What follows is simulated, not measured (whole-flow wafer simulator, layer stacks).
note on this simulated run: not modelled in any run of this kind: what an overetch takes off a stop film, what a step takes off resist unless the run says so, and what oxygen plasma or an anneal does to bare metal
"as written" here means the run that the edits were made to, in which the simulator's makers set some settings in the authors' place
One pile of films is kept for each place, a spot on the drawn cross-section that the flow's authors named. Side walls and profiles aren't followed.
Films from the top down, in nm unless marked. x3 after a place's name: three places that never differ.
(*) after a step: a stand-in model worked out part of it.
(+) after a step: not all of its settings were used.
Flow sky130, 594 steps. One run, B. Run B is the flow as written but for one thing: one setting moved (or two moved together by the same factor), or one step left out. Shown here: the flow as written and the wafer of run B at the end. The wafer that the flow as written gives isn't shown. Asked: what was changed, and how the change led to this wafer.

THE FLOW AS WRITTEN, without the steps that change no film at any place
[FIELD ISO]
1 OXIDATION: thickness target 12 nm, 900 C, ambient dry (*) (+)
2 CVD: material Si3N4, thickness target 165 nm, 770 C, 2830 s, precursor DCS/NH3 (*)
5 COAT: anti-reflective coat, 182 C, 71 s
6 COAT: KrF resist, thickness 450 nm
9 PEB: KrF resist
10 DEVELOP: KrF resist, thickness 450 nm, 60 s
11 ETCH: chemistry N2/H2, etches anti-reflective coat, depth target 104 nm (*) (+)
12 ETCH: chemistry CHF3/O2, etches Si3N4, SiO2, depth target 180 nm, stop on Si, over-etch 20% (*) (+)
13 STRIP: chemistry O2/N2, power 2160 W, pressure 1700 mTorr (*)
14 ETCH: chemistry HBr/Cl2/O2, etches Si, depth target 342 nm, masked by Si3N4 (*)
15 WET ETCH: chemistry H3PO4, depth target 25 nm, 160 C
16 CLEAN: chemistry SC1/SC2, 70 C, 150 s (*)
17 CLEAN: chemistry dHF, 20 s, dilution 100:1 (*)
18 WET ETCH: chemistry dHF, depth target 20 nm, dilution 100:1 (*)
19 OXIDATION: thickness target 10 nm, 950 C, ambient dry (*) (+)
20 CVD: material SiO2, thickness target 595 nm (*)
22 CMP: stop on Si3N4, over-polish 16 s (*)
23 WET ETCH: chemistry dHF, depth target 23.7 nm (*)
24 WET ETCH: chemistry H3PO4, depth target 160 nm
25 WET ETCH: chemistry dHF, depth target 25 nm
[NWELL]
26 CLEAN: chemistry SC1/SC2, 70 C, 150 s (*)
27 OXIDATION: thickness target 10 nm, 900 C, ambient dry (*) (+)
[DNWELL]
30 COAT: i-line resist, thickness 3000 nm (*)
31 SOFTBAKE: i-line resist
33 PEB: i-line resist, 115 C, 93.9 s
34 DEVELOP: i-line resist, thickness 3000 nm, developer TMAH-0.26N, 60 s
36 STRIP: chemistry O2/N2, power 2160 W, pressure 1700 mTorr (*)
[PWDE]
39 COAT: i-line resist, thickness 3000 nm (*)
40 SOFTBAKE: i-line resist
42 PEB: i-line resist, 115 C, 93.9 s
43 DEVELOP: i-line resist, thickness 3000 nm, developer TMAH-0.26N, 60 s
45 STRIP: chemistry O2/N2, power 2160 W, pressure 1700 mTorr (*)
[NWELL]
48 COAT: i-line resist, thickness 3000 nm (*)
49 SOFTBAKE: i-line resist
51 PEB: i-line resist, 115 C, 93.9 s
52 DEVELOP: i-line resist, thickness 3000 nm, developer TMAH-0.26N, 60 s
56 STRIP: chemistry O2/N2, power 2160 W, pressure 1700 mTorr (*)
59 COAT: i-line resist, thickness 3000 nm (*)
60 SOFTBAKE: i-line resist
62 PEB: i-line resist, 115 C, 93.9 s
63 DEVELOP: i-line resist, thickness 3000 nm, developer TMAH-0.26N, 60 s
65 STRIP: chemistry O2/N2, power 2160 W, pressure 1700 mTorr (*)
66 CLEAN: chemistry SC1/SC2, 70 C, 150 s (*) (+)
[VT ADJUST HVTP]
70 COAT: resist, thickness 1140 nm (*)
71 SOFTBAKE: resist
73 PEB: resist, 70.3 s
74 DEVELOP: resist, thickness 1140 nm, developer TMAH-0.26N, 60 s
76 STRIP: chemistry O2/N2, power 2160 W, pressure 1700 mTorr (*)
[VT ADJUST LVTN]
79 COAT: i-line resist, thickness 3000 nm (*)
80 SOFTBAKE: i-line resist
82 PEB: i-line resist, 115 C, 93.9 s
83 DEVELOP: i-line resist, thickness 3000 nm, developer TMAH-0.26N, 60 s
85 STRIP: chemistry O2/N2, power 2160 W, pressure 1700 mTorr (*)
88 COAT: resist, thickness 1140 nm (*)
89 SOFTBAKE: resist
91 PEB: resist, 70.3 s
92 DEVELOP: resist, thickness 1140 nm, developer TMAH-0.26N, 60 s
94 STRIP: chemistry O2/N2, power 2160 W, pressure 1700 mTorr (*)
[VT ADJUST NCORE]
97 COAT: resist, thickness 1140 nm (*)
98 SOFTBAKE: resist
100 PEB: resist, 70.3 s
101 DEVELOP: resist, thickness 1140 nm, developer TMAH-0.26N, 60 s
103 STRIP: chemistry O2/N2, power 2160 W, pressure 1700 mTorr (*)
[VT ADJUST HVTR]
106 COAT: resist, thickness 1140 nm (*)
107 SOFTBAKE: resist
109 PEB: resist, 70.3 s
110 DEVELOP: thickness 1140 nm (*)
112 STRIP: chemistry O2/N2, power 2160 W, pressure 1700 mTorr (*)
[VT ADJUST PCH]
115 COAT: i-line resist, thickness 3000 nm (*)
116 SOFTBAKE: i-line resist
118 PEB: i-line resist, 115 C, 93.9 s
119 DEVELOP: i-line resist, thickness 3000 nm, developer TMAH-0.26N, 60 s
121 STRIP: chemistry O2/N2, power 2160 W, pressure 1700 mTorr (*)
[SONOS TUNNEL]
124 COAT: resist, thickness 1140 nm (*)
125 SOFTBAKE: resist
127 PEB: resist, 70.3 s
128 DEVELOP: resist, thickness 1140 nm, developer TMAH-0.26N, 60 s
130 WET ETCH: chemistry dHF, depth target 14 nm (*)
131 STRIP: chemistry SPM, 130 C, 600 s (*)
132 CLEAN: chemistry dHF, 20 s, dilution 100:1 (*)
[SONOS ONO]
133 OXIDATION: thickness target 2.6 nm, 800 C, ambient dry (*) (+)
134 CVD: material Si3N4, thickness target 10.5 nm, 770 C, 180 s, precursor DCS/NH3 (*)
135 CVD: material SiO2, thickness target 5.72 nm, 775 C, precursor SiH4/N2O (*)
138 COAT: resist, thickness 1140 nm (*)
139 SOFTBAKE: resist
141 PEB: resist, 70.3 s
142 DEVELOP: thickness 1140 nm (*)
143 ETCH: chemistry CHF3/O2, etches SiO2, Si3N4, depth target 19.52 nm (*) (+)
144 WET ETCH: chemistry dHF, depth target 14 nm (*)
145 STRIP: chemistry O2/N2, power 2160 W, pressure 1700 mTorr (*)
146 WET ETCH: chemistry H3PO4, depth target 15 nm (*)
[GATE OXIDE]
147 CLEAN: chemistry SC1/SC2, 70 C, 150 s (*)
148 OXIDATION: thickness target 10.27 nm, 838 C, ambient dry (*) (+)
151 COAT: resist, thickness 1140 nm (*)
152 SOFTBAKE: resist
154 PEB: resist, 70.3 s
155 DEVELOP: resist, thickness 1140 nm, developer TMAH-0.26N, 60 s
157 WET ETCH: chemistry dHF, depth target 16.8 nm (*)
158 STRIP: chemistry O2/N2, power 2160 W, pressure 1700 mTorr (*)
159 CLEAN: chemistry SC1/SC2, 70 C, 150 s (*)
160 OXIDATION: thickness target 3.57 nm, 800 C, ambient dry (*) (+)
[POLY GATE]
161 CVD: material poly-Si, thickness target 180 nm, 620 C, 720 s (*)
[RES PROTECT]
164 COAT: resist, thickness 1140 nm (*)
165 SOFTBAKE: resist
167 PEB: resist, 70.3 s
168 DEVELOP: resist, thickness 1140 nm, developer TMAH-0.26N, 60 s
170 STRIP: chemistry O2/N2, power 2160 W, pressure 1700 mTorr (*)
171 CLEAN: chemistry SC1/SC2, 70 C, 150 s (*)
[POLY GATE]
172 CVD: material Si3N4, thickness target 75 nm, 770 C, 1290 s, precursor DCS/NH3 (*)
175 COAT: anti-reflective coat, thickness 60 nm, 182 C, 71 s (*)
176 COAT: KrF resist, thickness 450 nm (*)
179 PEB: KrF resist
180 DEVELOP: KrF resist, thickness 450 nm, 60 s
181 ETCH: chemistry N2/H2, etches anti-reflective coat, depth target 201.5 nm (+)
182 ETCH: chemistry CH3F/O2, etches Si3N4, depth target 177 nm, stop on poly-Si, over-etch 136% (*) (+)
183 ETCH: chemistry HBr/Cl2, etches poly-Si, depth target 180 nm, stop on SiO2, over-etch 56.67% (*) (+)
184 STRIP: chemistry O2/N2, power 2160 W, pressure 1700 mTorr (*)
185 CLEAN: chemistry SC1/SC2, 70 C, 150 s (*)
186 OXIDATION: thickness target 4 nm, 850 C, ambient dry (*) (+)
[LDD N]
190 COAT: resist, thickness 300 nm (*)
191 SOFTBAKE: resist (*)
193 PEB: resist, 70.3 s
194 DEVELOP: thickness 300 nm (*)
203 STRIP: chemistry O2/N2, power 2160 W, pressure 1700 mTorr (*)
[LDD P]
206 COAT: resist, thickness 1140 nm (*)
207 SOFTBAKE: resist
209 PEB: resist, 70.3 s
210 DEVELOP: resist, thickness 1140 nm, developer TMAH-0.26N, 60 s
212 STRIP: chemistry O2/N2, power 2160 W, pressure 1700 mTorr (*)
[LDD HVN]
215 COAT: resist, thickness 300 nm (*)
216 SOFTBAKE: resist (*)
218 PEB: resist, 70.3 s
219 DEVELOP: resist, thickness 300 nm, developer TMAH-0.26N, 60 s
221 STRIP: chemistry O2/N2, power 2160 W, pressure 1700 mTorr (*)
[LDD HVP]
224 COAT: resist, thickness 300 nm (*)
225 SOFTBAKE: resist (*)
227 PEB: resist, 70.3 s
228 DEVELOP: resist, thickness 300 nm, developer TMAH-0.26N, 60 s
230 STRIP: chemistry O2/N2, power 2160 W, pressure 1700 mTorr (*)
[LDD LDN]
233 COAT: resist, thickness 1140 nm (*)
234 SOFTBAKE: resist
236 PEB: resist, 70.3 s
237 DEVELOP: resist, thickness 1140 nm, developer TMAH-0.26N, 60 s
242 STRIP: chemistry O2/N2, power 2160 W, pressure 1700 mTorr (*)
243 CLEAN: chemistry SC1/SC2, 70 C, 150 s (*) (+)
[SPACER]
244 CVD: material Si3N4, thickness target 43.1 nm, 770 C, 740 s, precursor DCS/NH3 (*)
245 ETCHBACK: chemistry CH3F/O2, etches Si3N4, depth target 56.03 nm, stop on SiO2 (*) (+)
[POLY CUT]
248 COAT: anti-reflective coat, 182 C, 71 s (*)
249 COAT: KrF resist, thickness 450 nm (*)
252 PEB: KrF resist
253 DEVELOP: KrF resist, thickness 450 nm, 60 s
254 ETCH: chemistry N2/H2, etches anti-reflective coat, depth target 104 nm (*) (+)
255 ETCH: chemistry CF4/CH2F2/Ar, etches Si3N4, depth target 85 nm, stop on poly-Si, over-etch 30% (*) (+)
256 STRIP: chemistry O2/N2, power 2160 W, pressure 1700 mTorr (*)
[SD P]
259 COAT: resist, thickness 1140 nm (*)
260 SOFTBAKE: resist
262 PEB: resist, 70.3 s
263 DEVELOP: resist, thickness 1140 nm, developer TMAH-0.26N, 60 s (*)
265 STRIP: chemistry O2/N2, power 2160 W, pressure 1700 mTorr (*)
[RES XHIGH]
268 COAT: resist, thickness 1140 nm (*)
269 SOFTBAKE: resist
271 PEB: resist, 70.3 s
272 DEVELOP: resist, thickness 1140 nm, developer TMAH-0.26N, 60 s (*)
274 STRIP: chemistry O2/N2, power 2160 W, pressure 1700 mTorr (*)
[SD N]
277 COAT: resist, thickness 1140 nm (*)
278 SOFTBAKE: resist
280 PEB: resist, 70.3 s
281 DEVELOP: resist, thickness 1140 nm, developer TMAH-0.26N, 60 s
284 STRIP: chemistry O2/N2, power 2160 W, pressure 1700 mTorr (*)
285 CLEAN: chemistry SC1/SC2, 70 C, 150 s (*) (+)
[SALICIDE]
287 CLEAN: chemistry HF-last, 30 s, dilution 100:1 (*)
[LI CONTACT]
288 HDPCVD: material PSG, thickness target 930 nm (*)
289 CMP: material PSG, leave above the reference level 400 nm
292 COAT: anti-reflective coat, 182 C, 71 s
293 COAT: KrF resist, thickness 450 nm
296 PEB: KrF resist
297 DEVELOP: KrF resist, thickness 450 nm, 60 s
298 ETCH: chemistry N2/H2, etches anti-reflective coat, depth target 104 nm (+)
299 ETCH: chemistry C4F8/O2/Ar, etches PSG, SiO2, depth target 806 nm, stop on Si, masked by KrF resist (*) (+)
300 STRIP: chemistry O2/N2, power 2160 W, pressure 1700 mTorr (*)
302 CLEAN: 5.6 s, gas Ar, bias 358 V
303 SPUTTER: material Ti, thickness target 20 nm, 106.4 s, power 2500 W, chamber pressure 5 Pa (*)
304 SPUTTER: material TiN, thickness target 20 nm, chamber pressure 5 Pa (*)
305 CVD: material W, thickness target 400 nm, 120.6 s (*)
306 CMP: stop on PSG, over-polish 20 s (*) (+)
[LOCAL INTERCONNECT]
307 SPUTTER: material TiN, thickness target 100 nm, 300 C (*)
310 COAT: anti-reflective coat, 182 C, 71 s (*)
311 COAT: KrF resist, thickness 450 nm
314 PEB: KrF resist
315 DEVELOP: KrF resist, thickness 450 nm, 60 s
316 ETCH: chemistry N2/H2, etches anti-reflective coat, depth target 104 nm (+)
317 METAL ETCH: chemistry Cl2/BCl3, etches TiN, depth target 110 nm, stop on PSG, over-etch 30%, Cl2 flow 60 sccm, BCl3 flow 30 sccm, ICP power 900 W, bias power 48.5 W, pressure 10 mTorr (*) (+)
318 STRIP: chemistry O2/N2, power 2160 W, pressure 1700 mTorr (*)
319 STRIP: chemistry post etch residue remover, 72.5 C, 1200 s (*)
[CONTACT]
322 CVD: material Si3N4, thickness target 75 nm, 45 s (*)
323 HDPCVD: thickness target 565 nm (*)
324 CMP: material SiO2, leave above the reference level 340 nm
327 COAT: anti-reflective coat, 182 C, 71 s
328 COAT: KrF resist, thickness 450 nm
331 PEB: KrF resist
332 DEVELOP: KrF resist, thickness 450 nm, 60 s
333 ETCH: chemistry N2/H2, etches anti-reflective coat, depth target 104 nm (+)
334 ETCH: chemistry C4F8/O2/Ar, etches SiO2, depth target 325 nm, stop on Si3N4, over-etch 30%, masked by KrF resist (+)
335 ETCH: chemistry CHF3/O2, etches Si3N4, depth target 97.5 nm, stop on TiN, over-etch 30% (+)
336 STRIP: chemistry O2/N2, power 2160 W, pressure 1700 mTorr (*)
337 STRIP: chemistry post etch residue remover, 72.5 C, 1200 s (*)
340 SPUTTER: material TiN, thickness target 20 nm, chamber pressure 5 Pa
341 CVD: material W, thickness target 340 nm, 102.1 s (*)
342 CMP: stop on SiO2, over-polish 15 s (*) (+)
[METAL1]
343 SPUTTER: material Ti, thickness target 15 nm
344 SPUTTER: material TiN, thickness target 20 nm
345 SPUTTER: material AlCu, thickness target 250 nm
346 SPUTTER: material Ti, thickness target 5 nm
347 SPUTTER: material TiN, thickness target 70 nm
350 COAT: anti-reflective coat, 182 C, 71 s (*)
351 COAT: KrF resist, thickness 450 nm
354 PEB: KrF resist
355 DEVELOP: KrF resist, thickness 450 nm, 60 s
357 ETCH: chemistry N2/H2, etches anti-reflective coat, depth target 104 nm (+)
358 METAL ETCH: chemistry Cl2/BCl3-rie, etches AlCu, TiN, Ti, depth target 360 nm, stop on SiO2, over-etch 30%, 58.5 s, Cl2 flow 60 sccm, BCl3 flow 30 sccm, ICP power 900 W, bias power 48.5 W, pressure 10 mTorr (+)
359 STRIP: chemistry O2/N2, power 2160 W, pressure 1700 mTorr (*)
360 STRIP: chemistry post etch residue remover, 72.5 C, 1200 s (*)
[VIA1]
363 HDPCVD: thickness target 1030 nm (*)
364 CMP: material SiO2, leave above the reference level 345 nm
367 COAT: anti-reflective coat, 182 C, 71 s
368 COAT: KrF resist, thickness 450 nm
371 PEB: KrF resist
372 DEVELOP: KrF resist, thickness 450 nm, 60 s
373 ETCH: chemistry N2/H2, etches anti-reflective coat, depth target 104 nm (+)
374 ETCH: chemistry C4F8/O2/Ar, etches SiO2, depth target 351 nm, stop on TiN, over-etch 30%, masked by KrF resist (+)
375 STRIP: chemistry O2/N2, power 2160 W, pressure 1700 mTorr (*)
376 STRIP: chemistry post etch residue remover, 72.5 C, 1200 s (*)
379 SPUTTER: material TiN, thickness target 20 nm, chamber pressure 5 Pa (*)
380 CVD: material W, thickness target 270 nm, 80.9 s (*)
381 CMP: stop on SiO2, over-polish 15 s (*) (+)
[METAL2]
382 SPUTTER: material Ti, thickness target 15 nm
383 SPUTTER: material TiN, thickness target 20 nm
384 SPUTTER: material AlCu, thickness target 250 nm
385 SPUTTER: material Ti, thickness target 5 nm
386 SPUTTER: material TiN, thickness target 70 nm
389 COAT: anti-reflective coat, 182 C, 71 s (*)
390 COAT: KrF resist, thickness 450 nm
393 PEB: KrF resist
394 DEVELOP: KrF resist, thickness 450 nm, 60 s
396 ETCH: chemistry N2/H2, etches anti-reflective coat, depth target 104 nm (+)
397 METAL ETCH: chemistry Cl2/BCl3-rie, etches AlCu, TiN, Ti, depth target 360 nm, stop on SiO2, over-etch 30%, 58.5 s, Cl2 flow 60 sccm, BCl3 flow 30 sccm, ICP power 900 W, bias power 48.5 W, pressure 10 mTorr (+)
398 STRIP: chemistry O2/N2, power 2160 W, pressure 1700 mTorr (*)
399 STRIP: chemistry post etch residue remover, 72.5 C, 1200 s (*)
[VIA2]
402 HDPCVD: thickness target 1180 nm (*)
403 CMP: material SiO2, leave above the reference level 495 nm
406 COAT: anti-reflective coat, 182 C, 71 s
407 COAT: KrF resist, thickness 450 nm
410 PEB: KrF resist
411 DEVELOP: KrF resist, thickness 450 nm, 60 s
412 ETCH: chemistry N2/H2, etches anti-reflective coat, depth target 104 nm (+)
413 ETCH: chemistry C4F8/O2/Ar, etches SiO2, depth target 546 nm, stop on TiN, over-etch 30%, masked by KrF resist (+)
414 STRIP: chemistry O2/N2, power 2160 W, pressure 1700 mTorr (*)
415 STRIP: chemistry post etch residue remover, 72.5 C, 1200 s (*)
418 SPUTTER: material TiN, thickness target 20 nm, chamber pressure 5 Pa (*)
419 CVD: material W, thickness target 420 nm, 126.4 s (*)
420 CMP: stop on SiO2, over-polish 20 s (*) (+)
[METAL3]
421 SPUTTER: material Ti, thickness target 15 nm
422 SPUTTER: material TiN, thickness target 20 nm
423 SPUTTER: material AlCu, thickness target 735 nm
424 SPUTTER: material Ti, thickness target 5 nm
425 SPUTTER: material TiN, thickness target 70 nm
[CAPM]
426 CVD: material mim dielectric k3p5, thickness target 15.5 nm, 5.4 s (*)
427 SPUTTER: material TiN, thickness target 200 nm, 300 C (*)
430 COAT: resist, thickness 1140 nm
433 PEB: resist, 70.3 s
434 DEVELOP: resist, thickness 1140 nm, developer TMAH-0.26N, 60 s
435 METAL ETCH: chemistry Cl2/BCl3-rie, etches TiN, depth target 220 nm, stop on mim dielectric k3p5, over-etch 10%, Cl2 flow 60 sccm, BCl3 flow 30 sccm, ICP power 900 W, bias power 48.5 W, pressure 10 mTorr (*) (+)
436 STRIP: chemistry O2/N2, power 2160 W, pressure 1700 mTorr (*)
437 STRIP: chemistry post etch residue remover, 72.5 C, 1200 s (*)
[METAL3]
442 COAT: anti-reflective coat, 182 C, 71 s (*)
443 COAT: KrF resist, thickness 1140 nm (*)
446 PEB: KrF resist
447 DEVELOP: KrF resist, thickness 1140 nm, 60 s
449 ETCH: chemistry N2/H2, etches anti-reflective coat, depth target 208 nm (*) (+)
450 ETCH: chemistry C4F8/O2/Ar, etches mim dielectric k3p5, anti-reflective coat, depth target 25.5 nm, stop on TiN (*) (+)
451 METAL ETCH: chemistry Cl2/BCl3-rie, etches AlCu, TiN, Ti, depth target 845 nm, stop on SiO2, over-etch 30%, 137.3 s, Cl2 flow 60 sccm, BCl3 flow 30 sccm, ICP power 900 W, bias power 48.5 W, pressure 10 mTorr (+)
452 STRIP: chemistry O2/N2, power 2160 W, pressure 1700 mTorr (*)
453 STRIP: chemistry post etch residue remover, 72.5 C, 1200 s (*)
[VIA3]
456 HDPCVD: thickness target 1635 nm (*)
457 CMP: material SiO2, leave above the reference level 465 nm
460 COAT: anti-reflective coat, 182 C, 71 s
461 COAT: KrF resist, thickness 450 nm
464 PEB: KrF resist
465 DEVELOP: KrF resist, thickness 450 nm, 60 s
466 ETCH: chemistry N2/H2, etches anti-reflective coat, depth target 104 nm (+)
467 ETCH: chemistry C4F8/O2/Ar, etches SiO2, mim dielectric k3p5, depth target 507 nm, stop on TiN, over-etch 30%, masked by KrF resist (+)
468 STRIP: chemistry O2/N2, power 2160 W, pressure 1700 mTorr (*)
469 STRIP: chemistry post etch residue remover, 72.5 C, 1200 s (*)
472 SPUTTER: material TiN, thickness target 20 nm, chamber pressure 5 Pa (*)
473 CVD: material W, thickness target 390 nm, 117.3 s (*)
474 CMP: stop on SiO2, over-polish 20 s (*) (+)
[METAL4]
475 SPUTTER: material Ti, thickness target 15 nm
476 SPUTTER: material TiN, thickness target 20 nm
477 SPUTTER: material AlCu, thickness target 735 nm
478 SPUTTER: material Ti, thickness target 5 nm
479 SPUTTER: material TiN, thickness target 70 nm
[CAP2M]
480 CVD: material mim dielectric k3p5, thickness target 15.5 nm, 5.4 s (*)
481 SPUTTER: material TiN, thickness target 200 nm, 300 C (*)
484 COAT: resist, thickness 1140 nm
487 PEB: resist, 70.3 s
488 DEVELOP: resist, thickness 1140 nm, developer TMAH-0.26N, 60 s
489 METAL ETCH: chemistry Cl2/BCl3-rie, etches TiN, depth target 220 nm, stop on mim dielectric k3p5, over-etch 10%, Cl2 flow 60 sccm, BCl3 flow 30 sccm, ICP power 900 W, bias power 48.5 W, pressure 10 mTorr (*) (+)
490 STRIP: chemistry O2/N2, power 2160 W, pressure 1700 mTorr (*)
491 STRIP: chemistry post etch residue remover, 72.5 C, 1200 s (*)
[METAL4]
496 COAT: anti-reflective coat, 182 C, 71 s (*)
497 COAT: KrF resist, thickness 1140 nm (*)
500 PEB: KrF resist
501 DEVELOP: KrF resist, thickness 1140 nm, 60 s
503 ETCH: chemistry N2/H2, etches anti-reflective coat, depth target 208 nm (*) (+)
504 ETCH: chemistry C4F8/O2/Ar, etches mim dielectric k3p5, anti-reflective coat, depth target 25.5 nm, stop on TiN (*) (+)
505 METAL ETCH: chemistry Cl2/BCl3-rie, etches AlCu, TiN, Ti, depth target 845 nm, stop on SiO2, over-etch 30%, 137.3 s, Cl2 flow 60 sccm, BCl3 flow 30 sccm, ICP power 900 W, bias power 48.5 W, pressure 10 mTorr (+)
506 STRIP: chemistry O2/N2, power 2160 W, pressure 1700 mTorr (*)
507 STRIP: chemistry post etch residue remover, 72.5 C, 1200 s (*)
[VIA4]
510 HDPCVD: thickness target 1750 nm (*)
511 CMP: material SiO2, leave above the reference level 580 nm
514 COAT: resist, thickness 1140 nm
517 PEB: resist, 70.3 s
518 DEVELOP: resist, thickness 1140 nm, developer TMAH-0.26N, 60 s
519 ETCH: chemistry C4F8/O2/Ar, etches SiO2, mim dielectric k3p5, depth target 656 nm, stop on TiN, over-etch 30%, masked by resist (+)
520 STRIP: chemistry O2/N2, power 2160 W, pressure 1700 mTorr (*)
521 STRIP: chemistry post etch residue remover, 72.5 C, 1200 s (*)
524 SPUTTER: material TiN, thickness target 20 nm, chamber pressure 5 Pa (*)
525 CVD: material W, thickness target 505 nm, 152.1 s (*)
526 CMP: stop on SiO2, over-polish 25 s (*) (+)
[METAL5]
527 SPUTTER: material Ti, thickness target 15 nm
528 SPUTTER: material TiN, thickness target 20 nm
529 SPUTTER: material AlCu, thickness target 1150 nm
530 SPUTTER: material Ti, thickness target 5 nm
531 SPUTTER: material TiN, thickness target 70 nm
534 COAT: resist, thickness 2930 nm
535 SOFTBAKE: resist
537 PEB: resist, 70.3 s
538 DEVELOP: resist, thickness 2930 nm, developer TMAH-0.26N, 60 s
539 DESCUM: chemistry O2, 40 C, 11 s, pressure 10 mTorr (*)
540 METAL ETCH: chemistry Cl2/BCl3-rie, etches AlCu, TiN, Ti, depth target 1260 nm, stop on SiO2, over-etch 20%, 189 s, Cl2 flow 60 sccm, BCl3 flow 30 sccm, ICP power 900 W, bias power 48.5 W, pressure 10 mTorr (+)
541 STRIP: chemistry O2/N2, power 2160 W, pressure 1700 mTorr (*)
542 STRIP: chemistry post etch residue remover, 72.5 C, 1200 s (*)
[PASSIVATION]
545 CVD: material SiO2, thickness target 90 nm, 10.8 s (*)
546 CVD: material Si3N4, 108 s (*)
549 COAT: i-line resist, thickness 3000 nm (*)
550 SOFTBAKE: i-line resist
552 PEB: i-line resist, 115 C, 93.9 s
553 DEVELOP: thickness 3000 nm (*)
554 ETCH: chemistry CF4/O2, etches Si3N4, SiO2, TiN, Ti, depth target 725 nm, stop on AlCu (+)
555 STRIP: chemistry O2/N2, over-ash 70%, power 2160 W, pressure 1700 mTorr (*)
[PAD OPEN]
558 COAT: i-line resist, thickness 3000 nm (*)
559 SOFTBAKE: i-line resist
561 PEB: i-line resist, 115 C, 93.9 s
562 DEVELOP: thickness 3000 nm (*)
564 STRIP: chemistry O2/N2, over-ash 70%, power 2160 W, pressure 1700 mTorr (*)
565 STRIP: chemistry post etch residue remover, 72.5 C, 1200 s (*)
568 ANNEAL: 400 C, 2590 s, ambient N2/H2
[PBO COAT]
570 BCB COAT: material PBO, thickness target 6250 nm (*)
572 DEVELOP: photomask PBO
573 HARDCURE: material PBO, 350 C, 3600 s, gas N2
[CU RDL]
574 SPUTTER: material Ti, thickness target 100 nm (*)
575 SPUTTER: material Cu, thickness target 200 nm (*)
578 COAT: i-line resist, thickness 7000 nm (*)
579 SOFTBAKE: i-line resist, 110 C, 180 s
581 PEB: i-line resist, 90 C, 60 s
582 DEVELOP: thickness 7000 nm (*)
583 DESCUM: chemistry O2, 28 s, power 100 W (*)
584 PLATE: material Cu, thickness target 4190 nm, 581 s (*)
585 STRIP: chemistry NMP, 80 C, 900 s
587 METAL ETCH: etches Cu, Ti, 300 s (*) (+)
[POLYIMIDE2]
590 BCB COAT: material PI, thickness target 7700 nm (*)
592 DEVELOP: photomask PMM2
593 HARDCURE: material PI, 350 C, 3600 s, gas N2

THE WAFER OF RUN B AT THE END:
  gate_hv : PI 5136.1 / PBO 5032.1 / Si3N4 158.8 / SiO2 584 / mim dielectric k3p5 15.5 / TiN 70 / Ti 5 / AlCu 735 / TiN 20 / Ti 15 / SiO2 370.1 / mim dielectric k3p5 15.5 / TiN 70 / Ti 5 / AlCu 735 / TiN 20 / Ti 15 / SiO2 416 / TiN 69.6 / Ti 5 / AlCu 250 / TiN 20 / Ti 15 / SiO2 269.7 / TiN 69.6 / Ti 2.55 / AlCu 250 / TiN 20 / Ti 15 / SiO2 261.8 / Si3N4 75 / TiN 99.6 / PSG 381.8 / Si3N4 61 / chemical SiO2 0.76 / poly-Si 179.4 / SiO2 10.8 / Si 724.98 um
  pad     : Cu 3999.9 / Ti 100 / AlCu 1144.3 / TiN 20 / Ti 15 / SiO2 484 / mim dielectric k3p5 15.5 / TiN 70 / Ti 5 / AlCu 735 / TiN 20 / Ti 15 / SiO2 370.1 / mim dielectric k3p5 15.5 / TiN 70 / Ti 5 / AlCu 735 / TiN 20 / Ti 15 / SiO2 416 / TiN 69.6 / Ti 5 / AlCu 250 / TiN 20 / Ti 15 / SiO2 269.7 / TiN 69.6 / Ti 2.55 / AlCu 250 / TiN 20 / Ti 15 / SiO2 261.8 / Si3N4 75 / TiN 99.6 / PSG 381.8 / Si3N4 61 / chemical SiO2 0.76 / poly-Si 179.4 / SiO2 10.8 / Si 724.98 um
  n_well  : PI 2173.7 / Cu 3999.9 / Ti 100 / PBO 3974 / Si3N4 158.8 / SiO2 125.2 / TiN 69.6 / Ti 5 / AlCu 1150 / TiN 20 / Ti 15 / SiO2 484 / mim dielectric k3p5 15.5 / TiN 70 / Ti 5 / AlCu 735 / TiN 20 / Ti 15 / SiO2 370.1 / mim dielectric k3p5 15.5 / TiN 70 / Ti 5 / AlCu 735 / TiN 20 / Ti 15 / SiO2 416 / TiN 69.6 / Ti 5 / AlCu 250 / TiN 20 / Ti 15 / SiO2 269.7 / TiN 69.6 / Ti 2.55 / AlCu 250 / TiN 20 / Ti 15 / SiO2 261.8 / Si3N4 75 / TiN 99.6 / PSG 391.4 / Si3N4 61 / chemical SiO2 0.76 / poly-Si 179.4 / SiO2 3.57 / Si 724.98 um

The cause: step 346, SPUTTER: thickness target 2.55 nm was run, where the flow has thickness target 5 nm.
It can be read off the wafer: gate_hv has Ti 2.55, and step 346 as written asks for 5 nm.

How the change led to this, step by step:
  346 SPUTTER: material Ti, thickness target 5 nm
      field, active, n_well and 188 more: Ti +2.55 (new film) (as written it would be: Ti +5 (new film))
  358 METAL ETCH: chemistry Cl2/BCl3-rie, etches AlCu, TiN, Ti, depth target 360 nm, stop on SiO2, over-etch 30%, 58.5 s, Cl2 flow 60 sccm, BCl3 flow 30 sccm, ICP power 900 W, bias power 48.5 W, pressure 10 mTorr (+)
      field, active, gate and 81 more: TiN -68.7 (all of it), Ti -2.55 (all of it), AlCu -250 (all of it), TiN -20 (all of it), Ti -15 (all of it), SiO2 -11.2 (as written it would be: TiN -68.7 (all of it), Ti -5 (all of it), AlCu -250 (all of it), TiN -20 (all of it), Ti -15 (all of it), SiO2 -10.9)
